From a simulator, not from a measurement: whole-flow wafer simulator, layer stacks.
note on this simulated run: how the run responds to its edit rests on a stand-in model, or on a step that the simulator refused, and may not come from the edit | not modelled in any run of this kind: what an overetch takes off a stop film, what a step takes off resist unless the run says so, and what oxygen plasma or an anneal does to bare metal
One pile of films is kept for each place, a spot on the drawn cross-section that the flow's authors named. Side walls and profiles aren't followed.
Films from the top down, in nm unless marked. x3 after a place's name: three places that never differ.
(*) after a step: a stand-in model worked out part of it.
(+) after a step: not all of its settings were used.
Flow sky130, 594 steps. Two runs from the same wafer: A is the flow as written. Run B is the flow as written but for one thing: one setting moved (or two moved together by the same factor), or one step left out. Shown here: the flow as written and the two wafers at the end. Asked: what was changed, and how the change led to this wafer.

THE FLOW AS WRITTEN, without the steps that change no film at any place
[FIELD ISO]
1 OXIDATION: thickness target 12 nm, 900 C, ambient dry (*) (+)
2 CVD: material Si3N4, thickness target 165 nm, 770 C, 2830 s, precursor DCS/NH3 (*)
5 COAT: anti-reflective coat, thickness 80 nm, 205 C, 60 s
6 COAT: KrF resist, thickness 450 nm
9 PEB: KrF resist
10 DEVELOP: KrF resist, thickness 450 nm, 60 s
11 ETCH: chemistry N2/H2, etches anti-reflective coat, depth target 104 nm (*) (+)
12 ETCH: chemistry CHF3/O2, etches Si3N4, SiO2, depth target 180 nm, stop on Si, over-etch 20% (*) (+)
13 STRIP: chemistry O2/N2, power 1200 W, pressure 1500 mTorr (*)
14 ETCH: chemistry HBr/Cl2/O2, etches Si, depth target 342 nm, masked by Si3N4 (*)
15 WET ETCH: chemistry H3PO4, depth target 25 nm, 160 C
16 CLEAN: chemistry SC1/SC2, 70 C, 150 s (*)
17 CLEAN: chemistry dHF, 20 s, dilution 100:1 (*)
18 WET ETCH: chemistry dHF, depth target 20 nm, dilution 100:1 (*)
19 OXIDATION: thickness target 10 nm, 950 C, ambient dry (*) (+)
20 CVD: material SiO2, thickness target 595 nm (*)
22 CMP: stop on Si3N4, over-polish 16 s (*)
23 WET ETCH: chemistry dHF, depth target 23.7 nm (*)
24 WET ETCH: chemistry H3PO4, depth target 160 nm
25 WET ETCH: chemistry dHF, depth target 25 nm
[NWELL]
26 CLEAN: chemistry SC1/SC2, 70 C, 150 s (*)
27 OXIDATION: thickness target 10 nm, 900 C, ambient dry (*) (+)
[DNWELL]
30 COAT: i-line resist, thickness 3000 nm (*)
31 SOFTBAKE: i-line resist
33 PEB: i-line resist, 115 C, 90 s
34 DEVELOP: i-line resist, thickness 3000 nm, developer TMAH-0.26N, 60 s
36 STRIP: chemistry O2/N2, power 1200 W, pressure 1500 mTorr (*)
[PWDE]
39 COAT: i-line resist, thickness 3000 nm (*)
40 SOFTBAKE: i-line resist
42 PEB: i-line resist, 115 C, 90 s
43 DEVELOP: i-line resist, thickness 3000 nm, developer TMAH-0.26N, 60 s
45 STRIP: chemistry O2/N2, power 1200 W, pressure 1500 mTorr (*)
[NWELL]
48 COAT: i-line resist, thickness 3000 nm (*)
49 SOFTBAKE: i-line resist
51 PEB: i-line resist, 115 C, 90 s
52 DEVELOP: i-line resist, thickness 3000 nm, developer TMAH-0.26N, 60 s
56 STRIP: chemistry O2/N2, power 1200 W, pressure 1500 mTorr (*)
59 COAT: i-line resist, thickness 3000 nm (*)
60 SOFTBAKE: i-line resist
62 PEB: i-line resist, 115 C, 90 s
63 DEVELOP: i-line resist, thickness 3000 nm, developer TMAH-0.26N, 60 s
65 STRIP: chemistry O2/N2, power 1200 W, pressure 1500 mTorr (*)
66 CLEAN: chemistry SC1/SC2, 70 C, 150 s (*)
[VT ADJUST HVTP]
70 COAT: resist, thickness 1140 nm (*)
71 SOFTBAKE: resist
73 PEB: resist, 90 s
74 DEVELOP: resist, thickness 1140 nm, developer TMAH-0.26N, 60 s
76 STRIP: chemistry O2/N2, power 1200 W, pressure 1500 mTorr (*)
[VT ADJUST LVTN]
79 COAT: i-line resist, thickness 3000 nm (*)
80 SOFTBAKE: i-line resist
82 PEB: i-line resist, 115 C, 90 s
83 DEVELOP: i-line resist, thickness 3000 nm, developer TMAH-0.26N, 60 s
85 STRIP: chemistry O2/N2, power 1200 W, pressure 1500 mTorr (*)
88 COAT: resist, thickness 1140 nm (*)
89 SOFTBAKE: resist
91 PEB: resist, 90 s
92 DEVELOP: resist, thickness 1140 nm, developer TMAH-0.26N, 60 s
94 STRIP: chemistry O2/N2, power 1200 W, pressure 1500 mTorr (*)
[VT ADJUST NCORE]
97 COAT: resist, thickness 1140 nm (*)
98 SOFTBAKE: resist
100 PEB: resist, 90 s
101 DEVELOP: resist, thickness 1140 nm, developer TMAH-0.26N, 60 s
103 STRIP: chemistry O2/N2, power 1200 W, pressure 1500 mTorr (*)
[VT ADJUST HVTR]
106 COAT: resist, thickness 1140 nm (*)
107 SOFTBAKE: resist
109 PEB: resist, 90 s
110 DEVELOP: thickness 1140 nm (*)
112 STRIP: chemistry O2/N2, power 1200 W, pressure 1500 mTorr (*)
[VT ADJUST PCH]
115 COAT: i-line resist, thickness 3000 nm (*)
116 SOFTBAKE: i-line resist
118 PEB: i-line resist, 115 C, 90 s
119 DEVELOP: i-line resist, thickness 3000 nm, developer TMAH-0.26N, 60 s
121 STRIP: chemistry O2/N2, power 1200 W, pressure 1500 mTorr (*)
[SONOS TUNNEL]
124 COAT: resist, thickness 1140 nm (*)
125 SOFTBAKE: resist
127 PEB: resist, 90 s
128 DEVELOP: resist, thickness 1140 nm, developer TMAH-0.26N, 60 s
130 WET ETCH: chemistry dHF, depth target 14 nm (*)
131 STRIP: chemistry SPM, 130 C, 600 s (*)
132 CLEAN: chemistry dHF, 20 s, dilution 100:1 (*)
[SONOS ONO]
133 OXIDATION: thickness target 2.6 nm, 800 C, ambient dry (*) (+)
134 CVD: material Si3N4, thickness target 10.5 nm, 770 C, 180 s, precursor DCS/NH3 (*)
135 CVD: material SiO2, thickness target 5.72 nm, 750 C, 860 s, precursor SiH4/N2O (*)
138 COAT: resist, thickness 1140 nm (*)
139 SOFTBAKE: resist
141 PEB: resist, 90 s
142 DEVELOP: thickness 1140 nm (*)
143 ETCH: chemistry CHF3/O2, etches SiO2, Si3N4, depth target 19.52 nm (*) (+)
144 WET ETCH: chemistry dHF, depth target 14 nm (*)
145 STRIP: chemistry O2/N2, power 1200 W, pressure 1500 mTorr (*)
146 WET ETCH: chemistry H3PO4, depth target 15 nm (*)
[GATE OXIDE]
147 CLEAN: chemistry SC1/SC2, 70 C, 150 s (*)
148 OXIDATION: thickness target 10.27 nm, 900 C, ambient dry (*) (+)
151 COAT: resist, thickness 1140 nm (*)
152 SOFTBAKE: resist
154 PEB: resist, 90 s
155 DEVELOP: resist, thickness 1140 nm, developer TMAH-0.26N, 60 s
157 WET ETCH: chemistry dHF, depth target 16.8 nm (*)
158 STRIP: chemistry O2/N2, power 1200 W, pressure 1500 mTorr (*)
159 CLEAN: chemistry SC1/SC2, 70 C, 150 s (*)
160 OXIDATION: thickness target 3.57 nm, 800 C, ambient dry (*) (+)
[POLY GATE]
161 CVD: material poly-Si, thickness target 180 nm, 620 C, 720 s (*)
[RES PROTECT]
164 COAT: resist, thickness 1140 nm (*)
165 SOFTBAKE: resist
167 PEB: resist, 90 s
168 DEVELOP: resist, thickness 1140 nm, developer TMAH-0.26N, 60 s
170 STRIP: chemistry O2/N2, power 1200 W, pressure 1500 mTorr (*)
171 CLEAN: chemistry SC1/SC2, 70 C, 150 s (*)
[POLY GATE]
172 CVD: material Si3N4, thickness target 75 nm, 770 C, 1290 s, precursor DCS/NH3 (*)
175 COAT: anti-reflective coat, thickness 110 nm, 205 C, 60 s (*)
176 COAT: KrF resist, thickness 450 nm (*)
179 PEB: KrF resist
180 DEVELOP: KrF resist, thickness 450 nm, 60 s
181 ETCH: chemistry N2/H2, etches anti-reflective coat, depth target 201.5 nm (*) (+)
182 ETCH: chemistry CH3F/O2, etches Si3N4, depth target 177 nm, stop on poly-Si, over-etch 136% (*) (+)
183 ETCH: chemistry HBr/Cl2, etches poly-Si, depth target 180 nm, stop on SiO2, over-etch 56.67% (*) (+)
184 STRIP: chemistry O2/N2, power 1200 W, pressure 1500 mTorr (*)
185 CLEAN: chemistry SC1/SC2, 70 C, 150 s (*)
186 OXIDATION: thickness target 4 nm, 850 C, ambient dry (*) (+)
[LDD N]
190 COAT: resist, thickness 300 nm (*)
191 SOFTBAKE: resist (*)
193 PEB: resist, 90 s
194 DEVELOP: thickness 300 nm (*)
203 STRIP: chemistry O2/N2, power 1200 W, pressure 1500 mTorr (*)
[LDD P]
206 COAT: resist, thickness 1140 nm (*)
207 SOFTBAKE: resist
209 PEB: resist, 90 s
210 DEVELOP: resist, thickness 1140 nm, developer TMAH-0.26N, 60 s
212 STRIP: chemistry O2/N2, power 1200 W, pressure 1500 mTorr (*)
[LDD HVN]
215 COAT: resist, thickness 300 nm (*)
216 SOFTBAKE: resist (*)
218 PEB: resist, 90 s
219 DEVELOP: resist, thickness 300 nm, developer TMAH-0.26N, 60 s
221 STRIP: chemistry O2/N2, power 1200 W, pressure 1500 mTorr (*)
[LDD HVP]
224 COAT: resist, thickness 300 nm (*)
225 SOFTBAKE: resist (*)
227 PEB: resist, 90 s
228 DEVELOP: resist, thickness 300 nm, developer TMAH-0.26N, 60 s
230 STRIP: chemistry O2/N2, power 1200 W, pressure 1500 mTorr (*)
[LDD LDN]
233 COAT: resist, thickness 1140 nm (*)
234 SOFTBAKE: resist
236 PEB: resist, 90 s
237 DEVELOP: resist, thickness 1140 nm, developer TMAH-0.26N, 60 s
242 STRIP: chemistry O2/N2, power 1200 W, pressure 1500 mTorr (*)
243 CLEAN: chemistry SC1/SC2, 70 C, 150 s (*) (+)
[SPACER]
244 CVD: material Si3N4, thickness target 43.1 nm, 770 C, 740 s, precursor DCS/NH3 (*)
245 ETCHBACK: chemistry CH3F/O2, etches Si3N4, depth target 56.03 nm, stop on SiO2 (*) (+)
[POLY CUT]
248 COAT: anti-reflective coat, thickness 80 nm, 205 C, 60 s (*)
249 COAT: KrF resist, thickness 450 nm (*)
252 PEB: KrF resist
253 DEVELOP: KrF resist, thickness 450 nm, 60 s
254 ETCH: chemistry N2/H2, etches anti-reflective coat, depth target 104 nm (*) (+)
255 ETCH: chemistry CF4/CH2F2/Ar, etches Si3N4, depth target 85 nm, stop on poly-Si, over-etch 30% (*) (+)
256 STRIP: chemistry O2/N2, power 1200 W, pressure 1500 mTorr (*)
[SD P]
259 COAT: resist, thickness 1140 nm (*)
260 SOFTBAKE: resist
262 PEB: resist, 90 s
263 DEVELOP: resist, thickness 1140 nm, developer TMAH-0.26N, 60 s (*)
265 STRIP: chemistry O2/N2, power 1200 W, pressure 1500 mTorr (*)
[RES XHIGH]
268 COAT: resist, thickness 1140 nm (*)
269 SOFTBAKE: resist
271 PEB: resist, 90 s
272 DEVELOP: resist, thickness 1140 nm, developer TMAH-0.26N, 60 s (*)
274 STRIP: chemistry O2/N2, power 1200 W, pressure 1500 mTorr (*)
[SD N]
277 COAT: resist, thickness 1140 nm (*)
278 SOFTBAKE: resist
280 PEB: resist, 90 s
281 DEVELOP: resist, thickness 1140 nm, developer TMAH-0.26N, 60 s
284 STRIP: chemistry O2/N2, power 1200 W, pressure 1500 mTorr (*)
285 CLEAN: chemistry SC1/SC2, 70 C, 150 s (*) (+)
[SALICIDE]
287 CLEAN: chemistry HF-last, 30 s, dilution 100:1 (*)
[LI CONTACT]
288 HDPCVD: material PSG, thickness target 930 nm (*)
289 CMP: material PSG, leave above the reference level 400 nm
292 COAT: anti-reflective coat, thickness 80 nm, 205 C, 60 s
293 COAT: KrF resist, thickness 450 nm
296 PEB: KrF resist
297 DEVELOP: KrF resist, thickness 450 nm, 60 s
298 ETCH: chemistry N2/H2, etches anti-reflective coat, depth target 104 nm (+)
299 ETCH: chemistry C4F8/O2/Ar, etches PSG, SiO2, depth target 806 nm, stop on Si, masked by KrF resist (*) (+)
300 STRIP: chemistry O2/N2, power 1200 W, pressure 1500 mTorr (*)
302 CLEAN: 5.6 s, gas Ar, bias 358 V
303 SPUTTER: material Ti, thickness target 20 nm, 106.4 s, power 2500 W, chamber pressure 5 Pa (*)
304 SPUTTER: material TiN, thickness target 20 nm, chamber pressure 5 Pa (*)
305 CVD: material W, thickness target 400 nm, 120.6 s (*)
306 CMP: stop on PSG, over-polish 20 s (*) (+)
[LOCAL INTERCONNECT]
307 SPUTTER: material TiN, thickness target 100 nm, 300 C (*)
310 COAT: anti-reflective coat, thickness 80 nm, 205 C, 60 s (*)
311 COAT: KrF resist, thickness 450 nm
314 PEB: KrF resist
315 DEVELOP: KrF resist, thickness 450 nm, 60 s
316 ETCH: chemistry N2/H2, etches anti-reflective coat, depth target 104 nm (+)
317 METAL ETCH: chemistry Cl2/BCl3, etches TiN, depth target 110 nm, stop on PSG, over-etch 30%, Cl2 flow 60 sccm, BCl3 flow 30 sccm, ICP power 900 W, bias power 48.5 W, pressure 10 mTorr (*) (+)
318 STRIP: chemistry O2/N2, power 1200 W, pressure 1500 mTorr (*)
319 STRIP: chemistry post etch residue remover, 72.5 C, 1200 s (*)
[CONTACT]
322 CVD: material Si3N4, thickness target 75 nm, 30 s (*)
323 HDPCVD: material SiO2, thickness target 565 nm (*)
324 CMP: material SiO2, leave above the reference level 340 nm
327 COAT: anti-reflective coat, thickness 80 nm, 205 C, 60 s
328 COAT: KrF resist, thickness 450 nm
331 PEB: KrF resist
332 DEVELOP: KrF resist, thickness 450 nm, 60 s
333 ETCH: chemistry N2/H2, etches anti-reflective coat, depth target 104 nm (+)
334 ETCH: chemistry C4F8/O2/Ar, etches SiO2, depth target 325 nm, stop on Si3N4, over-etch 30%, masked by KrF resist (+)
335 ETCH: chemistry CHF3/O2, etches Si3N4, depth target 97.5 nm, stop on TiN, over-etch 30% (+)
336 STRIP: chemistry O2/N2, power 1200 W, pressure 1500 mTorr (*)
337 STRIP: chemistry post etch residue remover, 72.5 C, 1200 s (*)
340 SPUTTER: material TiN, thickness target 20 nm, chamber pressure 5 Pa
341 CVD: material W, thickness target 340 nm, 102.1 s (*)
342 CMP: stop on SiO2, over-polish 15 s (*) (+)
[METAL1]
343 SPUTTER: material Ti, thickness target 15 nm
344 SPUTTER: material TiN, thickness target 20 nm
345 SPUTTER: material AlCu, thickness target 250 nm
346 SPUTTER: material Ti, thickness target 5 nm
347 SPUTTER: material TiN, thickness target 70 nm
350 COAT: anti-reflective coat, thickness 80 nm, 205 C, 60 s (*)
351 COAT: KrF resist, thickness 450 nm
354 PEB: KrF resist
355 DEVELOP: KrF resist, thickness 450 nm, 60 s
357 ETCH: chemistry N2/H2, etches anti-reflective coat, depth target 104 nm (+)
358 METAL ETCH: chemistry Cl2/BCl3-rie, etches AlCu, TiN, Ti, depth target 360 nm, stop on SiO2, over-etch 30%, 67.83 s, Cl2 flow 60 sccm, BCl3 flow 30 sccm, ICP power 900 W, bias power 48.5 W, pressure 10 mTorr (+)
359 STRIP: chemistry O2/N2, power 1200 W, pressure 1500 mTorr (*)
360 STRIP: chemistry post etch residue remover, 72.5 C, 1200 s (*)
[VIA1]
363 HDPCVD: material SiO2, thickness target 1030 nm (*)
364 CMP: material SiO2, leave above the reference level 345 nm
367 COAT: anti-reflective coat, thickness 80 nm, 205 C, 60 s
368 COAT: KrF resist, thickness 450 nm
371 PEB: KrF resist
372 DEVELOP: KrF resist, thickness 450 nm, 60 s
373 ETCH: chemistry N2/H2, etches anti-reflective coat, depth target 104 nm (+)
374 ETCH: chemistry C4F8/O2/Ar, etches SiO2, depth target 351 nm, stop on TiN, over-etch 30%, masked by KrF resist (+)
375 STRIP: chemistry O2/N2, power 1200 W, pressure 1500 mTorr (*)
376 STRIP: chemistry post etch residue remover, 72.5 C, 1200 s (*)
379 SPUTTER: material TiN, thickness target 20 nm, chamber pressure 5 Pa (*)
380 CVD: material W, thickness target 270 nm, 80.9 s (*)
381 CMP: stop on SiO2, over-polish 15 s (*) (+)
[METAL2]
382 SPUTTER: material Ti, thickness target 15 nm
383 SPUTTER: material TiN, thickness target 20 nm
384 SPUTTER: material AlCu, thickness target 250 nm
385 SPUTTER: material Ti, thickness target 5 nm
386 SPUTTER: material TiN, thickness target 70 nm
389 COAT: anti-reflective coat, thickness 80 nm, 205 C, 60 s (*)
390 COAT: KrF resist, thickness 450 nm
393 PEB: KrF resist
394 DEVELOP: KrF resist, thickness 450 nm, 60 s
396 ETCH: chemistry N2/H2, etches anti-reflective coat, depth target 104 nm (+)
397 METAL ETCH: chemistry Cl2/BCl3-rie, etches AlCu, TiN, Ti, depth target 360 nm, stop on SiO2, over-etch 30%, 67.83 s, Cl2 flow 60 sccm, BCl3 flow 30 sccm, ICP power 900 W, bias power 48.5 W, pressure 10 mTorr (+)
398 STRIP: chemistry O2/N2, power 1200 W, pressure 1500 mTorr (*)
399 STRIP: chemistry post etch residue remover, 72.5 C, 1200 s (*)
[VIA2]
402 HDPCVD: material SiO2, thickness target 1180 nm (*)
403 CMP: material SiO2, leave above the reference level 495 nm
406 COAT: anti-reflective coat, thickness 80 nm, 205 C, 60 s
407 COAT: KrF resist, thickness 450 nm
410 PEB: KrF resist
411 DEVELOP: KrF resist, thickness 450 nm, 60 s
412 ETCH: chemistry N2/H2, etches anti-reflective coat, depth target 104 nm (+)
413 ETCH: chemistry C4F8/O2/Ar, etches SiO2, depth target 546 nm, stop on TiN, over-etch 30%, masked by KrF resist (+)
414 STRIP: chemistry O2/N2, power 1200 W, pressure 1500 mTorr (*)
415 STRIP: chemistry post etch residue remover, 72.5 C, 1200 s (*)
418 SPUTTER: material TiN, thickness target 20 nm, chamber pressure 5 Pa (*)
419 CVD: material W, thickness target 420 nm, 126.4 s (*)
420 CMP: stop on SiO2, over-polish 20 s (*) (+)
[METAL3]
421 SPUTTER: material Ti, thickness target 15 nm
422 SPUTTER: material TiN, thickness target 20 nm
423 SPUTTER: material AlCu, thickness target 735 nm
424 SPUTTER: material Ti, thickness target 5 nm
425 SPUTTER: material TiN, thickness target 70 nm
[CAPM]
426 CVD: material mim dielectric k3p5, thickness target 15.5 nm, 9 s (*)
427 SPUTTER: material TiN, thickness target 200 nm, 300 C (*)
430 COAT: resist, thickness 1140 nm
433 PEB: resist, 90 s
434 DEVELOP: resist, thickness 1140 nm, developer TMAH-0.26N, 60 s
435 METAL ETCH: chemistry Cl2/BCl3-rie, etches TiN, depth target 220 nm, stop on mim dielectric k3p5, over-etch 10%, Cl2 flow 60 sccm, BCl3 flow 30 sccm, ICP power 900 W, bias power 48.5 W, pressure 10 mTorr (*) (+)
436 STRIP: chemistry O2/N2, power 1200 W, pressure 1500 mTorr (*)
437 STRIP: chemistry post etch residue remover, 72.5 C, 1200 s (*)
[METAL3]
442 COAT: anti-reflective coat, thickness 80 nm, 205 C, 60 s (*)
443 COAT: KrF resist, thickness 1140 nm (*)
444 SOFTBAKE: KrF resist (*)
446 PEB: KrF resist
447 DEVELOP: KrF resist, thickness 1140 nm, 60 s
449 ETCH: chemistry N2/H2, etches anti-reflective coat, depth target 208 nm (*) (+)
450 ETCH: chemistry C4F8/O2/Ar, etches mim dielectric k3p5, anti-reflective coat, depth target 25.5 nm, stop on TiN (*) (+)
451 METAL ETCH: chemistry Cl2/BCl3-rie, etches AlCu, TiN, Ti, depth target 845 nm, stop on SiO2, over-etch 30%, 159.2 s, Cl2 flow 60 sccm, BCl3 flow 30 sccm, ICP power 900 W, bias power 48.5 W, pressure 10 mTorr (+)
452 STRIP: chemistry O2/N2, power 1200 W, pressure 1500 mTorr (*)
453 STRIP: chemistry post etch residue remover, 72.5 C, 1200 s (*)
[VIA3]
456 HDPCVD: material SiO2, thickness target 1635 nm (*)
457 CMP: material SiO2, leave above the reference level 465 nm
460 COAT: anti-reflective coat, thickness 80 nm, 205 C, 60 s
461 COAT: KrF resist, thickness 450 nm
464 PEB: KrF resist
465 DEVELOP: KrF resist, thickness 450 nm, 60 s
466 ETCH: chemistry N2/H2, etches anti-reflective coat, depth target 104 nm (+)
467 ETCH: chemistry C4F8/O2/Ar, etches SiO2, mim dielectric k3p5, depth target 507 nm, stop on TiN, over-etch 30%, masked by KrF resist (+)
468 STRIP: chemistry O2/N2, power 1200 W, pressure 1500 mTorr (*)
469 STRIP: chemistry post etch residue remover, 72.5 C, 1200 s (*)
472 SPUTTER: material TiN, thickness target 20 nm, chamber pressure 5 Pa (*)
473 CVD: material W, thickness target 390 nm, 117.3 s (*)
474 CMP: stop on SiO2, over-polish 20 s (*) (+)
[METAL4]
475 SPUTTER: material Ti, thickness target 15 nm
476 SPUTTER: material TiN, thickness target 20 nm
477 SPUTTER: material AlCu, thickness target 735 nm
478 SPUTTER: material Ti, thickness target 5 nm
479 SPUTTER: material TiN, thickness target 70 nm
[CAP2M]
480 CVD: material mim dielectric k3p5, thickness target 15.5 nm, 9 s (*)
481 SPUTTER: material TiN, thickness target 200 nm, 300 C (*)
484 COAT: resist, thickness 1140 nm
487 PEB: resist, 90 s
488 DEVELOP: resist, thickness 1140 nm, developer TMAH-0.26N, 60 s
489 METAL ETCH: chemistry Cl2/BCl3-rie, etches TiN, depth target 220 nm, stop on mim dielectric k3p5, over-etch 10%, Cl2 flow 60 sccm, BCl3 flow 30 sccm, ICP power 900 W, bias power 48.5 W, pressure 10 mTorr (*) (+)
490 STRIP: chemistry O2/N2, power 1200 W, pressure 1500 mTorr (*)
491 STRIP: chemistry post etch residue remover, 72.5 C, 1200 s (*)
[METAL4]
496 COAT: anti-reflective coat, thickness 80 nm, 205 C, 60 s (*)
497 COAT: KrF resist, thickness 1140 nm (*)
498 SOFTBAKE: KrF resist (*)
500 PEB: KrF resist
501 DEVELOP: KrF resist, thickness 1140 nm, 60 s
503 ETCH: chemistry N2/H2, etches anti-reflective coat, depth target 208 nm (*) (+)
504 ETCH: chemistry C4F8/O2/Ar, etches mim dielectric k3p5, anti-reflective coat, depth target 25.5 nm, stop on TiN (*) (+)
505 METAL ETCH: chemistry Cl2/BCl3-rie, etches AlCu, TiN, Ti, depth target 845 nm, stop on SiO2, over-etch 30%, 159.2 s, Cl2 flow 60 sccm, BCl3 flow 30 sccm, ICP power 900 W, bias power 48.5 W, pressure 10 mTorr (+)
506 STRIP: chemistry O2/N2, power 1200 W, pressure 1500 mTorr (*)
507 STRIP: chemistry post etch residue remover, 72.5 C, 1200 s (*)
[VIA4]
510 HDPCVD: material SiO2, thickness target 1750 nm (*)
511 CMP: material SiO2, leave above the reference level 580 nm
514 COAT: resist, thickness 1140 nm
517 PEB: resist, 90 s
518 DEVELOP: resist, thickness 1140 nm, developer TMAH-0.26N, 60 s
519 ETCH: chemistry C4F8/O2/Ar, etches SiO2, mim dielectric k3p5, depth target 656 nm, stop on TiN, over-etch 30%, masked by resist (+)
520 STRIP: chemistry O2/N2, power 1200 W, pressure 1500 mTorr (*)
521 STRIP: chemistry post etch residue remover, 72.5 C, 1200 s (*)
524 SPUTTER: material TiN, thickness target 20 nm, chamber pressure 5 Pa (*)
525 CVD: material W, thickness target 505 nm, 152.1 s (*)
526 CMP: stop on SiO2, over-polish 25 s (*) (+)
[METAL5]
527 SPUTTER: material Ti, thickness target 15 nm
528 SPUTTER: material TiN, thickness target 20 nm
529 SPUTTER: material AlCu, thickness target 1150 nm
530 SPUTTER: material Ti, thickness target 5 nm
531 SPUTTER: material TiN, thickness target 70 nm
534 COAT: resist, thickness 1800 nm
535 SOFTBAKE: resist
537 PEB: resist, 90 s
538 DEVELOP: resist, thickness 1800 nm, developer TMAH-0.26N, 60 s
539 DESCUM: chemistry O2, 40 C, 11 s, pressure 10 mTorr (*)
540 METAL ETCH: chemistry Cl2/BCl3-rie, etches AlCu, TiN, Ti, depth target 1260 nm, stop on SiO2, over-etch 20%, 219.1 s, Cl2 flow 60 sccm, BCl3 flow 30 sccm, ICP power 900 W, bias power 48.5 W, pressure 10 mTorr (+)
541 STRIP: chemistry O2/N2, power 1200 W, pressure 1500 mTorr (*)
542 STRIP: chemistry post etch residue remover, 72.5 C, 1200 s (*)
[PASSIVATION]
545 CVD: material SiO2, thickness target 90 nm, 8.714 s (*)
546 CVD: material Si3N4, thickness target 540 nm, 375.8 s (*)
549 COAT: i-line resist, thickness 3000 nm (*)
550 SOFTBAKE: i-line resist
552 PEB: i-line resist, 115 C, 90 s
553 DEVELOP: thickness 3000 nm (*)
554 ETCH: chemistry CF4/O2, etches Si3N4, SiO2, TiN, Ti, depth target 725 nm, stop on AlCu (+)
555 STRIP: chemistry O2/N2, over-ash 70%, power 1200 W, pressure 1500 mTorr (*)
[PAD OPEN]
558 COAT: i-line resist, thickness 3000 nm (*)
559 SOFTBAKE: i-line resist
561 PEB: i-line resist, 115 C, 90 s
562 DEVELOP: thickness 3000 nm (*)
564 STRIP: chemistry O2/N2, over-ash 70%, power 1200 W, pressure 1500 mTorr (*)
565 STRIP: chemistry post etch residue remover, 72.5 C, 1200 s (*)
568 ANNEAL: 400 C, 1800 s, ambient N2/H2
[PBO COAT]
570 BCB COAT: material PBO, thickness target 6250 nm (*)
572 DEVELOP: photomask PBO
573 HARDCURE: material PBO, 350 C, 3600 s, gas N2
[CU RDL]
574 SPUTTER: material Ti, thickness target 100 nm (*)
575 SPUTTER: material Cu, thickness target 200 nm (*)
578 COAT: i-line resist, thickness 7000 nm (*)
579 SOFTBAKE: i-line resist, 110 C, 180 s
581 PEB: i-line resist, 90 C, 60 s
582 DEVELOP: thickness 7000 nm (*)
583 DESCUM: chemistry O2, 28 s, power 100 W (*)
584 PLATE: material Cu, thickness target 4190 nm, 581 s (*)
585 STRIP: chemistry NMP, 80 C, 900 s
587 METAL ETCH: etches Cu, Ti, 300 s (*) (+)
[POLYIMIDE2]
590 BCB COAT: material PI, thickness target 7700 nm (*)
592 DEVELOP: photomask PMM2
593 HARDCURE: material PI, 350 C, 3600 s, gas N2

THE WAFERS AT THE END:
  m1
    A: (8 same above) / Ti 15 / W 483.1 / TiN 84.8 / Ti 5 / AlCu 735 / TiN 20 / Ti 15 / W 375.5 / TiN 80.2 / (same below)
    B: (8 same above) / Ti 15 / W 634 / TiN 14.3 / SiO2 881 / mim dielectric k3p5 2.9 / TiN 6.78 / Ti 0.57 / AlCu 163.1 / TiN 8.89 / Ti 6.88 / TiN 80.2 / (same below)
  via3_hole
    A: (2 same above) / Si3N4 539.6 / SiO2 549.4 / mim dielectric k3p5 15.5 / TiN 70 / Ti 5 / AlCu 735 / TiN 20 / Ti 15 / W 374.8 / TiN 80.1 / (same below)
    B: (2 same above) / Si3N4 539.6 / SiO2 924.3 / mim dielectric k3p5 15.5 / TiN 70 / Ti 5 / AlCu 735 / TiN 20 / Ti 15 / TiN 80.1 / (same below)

The cause: step 473, CVD: material W, thickness target 390 nm, 117.3 s (*), was left out.

How the change led to this, step by step:
  474 CMP: stop on SiO2, over-polish 20 s (*) (+)
      field, active, n_well and 187 more: A W -390 (all of it), TiN -20 (all of it), SiO2 -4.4 | B TiN -20 (all of it), SiO2 -4.4
      m1, via3_hole: A W -415 | B nothing
  475 SPUTTER: material Ti, thickness target 15 nm
      m1: A Ti +15 (new film) | B Ti +6.88 (new film)
  476 SPUTTER: material TiN, thickness target 20 nm
      m1: A TiN +20 (new film) | B TiN +8.89 (new film)
  477 SPUTTER: material AlCu, thickness target 735 nm
      m1: A AlCu +735 (new film) | B AlCu +163.1 (new film)
  478 SPUTTER: material Ti, thickness target 5 nm
      m1: A Ti +5 (new film) | B Ti +0.57 (new film)
  479 SPUTTER: material TiN, thickness target 70 nm
      m1: A TiN +70 (new film) | B TiN +6.78 (new film)
  480 CVD: material mim dielectric k3p5, thickness target 15.5 nm, 9 s (*)
      m1: A mim dielectric k3p5 +15.5 (new film) | B mim dielectric k3p5 +2.9 (new film)
  481 SPUTTER: material TiN, thickness target 200 nm, 300 C (*)
      m1: A TiN +200 (new film) | B TiN +8.19 (new film)
  484 COAT: resist, thickness 1140 nm
      field: A resist +1140 (new film) | B resist +1079.5 (new film)
      active: A resist +1140 (new film) | B resist +1085 (new film)
      (and at 8 more places)
  485 SOFTBAKE: resist
      field: A nothing | B resist +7
      active: A nothing | B resist +4.34
      (and at 8 more places)
  487 PEB: resist, 90 s
      field, sonos_cell: A resist -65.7 | B resist -62.7
      active: A resist -65.7 | B resist -62.8
      (and at 7 more places)
  488 DEVELOP: resist, thickness 1140 nm, developer TMAH-0.26N, 60 s
      field: A resist -1074.2 (all of it) | B resist -1023.9 (all of it)
      active: A resist -1074.2 (all of it) | B resist -1026.5 (all of it)
      (and at 8 more places)
  489 METAL ETCH: chemistry Cl2/BCl3-rie, etches TiN, depth target 220 nm, stop on mim dielectric k3p5, over-etch 10%, Cl2 flow 60 sccm, BCl3 flow 30 sccm, ICP power 900 W, bias power 48.5 W, pressure 10 mTorr (*) (+)
      m1: A TiN -200 (all of it) | B TiN -8.19 (all of it)
  496 COAT: anti-reflective coat, thickness 80 nm, 205 C, 60 s (*)
      via2_hole, via4_enc: A anti-reflective coat +80 (new film) | B anti-reflective coat +78 (new film)
      field: A anti-reflective coat +79.9 (new film) | B anti-reflective coat +24 (new film)
      (and at 12 more places)
  497 COAT: KrF resist, thickness 1140 nm (*)
      n_well, p_well, sd_n and 6 more: A KrF resist +1139.9 (new film) | B KrF resist +1087.2 (new film)
      field: A KrF resist +1140 (new film) | B KrF resist +1101 (new film)
      (and at 11 more places)
  500 PEB: KrF resist
      m1: A KrF resist -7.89 | B KrF resist -13
  ... 6 more steps ...
  525 CVD: material W, thickness target 505 nm, 152.1 s (*)
      m1: A W +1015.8 (new film) | B W +1166.7 (new film)
Counting metal films that touch as one body, m1 has 3 bodies (between them, from the top down: SiO2 881 / mim dielectric k3p5 2.9; SiO2 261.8 / Si3N4 75); the flow as written gives 2 bodies (between them, from the top down: SiO2 261.8 / Si3N4 75).
